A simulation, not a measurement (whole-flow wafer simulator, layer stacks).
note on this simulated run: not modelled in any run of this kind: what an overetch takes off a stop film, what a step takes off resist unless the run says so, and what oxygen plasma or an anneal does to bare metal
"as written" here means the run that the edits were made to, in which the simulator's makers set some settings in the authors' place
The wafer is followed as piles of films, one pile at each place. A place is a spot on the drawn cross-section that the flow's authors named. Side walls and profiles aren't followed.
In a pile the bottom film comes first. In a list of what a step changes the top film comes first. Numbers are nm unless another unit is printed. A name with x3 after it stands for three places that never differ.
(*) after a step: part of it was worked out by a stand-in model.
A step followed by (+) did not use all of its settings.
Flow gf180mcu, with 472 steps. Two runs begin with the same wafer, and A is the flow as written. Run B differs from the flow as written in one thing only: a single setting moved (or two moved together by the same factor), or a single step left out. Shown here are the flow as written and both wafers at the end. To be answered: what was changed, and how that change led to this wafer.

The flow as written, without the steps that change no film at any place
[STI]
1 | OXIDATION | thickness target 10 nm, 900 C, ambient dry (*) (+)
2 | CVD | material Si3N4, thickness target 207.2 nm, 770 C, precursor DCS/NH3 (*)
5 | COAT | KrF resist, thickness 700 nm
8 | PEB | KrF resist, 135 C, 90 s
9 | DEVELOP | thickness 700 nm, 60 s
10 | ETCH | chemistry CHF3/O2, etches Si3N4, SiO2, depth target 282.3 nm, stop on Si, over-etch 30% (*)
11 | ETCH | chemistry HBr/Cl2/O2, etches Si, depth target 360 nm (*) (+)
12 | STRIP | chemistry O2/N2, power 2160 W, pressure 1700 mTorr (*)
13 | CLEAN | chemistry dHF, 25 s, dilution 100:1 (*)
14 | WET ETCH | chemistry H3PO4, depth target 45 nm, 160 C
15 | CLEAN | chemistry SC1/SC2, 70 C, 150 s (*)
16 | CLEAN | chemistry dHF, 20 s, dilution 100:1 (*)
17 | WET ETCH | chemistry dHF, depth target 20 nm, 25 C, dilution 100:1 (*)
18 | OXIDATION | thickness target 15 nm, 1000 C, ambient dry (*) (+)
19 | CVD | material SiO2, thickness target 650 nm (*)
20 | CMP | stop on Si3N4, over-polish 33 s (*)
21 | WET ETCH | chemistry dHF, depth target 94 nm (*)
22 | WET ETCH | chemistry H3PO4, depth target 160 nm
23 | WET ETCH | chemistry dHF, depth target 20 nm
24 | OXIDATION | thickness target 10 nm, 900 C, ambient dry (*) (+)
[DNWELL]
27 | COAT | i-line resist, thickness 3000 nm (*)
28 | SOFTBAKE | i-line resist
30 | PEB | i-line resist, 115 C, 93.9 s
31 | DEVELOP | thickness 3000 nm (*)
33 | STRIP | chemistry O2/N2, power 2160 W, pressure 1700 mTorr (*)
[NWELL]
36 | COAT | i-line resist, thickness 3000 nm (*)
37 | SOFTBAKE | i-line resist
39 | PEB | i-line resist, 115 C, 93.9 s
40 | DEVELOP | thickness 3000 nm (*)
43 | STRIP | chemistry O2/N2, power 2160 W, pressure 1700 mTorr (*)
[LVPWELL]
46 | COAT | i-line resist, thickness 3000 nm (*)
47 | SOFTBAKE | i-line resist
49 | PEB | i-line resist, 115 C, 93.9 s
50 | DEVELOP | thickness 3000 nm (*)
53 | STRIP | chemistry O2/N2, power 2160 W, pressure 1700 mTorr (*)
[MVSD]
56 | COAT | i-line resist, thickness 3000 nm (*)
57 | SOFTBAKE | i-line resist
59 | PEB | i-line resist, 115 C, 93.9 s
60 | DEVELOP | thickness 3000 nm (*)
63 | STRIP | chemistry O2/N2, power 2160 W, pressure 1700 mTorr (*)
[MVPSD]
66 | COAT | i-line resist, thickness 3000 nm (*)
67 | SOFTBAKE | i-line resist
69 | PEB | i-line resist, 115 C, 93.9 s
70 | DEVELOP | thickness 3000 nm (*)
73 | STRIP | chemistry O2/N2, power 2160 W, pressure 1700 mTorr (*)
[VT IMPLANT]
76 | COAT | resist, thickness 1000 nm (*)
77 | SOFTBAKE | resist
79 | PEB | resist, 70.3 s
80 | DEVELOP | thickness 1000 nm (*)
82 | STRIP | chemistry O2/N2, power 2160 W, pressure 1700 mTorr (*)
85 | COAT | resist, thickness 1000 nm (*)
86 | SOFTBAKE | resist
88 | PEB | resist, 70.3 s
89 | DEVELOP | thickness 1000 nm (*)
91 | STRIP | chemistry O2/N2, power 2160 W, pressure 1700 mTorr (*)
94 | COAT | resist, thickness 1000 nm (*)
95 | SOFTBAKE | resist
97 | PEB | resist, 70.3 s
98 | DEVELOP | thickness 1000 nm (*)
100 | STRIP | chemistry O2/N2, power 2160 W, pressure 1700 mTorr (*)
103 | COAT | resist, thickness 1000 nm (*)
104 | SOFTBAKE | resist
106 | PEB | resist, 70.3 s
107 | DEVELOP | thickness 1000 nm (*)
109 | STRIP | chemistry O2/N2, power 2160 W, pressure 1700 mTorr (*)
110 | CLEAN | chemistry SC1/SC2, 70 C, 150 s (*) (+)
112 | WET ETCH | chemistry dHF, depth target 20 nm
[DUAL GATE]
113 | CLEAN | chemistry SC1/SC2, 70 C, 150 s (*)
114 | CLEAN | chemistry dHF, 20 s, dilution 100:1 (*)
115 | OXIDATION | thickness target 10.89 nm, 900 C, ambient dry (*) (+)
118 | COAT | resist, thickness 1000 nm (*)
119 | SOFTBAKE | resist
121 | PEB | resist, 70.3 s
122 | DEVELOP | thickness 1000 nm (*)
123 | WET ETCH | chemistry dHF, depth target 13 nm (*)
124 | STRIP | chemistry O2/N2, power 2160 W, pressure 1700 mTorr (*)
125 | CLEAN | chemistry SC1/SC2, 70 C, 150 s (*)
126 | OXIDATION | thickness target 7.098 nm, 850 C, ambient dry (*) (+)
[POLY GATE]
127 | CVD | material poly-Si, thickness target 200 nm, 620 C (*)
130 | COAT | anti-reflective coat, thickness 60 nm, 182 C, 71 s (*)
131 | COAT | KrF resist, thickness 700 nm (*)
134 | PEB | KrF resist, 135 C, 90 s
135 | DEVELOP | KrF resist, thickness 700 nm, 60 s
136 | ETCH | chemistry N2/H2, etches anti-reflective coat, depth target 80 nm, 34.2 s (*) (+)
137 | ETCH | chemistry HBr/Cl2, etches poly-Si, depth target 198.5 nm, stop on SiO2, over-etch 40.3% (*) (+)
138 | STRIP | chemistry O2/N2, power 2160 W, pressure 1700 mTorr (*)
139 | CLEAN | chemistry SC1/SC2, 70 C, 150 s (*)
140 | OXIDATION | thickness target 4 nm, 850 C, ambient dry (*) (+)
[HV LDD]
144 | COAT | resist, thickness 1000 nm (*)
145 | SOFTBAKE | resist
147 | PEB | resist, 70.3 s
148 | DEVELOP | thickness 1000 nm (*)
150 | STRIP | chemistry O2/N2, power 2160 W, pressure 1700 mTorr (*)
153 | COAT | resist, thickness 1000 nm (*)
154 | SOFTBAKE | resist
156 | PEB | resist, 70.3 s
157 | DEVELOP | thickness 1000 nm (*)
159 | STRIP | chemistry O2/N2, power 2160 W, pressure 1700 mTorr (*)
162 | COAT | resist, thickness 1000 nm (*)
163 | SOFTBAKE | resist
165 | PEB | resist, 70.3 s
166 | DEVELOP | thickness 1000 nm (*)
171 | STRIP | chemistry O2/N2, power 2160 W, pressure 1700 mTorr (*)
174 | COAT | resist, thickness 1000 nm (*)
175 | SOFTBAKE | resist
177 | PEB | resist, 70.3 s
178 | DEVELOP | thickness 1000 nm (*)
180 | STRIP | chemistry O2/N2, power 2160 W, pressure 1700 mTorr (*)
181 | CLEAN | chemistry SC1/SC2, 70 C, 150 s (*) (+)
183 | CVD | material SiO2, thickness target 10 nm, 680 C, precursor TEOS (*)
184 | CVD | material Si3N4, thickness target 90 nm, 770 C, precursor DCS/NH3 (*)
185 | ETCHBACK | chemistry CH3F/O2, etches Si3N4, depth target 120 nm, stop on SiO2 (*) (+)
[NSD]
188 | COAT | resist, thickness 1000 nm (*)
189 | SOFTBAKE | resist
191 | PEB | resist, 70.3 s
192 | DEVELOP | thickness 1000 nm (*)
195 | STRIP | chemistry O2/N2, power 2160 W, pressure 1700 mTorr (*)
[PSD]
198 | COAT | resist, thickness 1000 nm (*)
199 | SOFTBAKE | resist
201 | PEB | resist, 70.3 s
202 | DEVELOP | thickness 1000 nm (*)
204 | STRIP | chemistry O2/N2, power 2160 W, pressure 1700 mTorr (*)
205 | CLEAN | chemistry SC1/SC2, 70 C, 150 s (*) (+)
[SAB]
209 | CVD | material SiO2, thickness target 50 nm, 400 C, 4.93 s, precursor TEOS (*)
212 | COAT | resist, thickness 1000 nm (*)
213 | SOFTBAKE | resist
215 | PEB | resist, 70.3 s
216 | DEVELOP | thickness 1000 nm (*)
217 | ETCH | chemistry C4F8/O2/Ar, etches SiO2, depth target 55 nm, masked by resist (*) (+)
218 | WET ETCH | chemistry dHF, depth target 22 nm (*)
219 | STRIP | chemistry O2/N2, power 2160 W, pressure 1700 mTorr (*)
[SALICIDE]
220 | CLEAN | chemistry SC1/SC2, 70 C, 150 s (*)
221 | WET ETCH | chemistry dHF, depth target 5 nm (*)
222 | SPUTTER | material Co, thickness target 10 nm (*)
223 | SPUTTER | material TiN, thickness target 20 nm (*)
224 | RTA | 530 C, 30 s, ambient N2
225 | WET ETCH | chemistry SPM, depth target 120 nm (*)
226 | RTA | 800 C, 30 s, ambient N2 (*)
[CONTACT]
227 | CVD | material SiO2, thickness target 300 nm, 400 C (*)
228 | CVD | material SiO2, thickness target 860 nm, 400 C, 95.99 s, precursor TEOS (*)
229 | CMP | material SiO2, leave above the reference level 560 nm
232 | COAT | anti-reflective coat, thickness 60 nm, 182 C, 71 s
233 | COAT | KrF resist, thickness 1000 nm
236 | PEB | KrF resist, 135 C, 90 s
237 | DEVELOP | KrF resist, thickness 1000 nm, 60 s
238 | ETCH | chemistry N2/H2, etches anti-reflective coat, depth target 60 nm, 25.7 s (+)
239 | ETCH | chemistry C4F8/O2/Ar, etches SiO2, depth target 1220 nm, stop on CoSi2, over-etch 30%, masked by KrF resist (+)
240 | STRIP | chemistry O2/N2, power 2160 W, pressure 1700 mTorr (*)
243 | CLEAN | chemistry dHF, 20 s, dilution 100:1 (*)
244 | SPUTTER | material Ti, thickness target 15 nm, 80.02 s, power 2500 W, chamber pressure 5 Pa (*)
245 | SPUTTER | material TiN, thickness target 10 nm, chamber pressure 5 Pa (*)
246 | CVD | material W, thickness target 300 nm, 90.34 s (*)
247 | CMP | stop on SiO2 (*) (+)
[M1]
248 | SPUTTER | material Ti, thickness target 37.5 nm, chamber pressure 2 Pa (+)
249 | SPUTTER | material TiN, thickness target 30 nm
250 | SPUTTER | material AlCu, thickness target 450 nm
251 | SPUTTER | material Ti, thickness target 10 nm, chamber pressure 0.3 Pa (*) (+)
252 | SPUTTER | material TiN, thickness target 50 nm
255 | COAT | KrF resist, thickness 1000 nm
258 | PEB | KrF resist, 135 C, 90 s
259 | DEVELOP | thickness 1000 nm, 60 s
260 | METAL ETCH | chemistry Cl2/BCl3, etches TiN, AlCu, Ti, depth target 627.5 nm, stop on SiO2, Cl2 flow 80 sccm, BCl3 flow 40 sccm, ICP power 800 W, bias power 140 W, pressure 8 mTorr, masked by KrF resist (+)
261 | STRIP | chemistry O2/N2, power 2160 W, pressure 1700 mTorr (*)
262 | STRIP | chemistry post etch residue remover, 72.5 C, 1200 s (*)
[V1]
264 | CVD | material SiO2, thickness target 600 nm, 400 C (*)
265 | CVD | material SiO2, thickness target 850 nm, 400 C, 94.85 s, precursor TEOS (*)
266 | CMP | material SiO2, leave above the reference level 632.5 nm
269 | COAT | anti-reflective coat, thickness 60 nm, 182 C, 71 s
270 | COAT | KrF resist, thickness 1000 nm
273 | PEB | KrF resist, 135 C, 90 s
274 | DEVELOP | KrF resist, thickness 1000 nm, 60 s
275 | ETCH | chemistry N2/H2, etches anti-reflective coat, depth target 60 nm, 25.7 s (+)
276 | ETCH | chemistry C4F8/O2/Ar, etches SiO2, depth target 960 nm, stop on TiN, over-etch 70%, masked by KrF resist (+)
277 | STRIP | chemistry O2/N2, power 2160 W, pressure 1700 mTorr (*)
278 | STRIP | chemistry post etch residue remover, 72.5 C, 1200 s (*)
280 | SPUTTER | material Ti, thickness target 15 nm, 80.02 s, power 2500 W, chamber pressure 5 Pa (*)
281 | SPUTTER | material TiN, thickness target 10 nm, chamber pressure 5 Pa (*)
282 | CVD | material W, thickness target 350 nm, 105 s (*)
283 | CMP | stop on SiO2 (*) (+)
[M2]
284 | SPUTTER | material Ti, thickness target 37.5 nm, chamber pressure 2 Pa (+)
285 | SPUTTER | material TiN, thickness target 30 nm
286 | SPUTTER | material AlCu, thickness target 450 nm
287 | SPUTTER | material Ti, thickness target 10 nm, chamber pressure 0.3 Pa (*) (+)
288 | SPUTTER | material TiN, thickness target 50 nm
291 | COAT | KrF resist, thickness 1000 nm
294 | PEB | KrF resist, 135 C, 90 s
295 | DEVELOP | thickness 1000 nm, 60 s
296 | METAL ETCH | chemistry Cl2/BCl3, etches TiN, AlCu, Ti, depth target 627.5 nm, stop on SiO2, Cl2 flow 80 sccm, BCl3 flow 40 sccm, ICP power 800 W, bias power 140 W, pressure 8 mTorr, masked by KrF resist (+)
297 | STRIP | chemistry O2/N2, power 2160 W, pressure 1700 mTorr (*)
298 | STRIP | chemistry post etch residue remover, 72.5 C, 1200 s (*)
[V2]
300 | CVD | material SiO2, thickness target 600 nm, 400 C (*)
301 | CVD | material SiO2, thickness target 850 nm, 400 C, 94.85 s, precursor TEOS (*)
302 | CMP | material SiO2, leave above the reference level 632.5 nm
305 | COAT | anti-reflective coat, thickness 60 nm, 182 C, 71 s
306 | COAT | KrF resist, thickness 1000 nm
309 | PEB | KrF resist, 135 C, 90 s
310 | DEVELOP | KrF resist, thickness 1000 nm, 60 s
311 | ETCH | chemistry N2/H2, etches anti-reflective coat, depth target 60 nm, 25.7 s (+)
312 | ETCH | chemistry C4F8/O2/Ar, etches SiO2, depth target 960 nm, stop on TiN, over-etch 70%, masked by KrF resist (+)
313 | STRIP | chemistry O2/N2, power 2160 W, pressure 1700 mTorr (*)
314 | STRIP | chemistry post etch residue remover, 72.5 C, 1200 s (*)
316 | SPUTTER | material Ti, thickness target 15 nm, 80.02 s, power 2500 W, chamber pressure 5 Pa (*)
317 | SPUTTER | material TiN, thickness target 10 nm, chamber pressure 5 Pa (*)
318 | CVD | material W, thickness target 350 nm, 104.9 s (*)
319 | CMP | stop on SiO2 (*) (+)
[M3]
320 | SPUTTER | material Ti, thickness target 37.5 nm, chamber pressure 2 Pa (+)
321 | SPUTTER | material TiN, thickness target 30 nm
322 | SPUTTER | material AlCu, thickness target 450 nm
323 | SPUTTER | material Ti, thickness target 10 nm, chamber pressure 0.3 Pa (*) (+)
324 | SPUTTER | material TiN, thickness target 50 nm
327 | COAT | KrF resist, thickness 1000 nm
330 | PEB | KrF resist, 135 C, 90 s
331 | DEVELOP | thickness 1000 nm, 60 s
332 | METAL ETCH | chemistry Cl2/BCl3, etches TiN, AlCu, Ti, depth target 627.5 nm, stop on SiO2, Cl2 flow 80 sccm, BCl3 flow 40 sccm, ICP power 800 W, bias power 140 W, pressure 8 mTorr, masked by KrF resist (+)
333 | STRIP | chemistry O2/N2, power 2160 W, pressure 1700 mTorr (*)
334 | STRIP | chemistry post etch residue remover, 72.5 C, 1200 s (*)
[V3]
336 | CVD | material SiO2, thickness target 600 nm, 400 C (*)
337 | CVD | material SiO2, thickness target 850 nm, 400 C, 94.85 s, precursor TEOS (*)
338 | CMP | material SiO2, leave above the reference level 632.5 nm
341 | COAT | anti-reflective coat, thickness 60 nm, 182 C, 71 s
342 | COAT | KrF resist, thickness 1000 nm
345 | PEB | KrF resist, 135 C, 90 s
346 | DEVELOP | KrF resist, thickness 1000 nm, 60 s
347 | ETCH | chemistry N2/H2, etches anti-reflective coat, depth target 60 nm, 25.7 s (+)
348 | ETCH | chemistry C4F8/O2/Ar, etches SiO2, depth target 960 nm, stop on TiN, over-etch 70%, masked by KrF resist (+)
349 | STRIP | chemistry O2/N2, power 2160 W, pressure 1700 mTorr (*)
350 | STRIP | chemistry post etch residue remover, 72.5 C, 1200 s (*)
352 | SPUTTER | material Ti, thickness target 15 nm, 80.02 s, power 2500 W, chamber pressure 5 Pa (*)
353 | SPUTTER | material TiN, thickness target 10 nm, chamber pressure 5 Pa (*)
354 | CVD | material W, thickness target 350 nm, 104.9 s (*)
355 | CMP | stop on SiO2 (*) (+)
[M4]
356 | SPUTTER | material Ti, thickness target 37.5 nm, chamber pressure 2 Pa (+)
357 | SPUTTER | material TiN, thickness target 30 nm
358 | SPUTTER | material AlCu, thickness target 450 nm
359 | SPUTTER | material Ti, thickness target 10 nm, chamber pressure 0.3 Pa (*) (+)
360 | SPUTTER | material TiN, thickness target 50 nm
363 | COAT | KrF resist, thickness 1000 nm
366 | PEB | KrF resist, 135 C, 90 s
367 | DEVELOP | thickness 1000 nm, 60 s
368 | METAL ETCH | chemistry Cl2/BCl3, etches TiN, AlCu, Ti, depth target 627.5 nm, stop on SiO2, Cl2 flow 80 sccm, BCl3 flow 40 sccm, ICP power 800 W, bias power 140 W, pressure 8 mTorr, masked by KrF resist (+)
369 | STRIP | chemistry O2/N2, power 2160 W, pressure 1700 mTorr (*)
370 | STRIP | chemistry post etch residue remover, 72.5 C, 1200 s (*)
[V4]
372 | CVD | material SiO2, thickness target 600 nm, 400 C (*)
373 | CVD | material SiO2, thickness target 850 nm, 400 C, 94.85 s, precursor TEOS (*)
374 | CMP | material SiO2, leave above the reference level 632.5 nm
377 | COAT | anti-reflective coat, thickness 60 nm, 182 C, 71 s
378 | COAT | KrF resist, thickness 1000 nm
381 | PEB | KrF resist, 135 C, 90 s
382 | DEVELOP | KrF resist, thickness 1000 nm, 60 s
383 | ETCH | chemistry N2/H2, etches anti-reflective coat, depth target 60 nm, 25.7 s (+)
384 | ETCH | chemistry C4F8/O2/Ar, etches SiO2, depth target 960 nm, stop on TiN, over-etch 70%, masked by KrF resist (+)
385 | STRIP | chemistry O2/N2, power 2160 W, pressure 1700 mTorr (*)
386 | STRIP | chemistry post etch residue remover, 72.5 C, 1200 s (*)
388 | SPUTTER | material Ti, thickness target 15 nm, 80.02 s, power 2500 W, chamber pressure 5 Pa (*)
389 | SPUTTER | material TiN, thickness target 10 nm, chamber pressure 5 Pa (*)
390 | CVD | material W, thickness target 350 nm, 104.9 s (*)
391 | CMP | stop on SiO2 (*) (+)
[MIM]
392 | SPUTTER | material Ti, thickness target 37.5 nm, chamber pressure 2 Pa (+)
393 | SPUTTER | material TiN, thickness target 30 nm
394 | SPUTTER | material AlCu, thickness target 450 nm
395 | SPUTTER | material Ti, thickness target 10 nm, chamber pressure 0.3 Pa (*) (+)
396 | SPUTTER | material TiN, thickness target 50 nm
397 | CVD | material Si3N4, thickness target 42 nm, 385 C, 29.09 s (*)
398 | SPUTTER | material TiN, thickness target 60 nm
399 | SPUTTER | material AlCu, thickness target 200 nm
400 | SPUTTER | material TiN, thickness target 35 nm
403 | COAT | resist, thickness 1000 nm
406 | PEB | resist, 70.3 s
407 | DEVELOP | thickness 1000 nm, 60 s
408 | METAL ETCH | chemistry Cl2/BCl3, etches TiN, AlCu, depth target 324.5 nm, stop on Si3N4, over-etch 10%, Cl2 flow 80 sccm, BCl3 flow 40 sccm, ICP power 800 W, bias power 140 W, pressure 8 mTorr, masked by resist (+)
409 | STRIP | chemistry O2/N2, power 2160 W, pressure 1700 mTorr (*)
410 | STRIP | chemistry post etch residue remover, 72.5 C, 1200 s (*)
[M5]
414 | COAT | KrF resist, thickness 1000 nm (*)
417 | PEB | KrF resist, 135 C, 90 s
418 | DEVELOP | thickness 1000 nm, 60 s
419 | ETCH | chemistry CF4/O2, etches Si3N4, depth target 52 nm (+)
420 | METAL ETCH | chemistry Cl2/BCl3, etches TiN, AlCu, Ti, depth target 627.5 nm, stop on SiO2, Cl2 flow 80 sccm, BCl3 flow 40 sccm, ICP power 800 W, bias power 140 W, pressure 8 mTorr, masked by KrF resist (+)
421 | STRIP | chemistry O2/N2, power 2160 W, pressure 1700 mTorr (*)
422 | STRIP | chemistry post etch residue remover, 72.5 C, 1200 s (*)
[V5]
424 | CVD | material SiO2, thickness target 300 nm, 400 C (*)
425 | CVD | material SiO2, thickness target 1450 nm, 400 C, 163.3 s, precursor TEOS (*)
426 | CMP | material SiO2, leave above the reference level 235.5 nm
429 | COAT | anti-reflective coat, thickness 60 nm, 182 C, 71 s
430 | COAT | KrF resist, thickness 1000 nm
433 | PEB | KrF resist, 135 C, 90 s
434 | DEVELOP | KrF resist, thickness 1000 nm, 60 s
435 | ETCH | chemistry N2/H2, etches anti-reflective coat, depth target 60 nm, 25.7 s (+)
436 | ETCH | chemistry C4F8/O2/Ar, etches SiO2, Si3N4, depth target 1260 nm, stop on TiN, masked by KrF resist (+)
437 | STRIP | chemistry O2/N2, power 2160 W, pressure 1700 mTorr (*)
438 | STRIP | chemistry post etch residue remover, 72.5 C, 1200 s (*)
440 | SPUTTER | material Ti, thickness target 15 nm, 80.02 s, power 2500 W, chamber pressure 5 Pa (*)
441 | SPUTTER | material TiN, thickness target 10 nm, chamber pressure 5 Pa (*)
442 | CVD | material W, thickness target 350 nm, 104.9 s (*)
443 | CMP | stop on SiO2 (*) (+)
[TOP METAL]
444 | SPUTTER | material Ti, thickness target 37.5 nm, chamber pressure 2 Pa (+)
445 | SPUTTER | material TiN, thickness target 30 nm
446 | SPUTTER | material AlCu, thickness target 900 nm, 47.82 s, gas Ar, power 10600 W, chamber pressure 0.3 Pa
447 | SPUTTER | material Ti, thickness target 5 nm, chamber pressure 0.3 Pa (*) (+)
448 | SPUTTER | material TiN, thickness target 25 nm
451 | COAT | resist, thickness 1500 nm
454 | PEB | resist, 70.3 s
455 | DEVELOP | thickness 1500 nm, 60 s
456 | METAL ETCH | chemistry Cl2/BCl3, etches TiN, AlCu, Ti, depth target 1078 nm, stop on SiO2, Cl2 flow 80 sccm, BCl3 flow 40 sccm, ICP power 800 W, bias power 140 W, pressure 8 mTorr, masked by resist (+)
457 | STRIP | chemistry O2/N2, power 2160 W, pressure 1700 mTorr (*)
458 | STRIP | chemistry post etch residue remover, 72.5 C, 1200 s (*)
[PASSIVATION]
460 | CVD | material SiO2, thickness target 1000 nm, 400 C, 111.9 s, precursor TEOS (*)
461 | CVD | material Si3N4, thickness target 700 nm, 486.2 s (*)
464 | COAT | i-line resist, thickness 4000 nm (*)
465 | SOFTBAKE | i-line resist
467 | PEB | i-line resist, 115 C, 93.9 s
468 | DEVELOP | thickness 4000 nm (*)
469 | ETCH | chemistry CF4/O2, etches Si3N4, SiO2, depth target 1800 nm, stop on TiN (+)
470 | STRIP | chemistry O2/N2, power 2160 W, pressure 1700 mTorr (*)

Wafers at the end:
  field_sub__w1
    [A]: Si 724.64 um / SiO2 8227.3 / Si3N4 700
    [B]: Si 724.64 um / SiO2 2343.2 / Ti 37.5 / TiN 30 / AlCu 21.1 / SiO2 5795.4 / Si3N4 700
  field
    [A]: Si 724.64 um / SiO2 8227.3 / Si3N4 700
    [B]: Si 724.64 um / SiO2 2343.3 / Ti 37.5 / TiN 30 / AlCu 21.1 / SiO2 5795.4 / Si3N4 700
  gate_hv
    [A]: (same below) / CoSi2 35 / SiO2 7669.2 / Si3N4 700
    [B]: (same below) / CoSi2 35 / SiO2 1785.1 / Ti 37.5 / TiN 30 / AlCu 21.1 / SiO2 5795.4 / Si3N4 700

The reason: step 296, METAL ETCH: depth target 483.2 nm was run, whereas the flow has depth target 627.5 nm.

How this came from the change, step by step:
  296 | METAL ETCH | chemistry Cl2/BCl3, etches TiN, AlCu, Ti, depth target 627.5 nm, stop on SiO2, Cl2 flow 80 sccm, BCl3 flow 40 sccm, ICP power 800 W, bias power 140 W, pressure 8 mTorr, masked by KrF resist (+)
      field, field__w1, field__w2 and 103 more: A TiN loses 50 (all of it), Ti loses 10 (all of it), AlCu loses 450 (all of it), TiN loses 30 (all of it), Ti loses 37.5 (all of it) | B TiN loses 50 (all of it), Ti loses 10 (all of it), AlCu loses 423.2
      field__w8, contact, m1, m1__w1, m1_nw: A KrF resist loses 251 | B KrF resist loses 193.3
  297 | STRIP | chemistry O2/N2, power 2160 W, pressure 1700 mTorr (*)
      field__w8, contact, m1, m1__w1, m1_nw: A KrF resist loses 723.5 (all of it) | B KrF resist loses 781.2 (all of it)
  298 | STRIP | chemistry post etch residue remover, 72.5 C, 1200 s (*)
      field, field__w1, field__w2 and 103 more: A nothing | B AlCu loses 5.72
  300 | CVD | material SiO2, thickness target 600 nm, 400 C (*)
      field, field__w1, field__w2 and 103 more: A SiO2 gains 600 | B SiO2 gains 600 (new film)
  302 | CMP | material SiO2, leave above the reference level 632.5 nm
      field, field__w1, field__w2 and 103 more: A SiO2 loses 300 | B SiO2 loses 388.6
If metal films that touch count as one body, field_sub__w1 has 1 body; the flow as written gives 0 bodies.
If metal films that touch count as one body, field has 1 body; the flow as written gives 0 bodies.
If metal films that touch count as one body, gate_hv has 2 bodies (between them, from the top down: SiO2 1785.1); the flow as written gives 1 body.
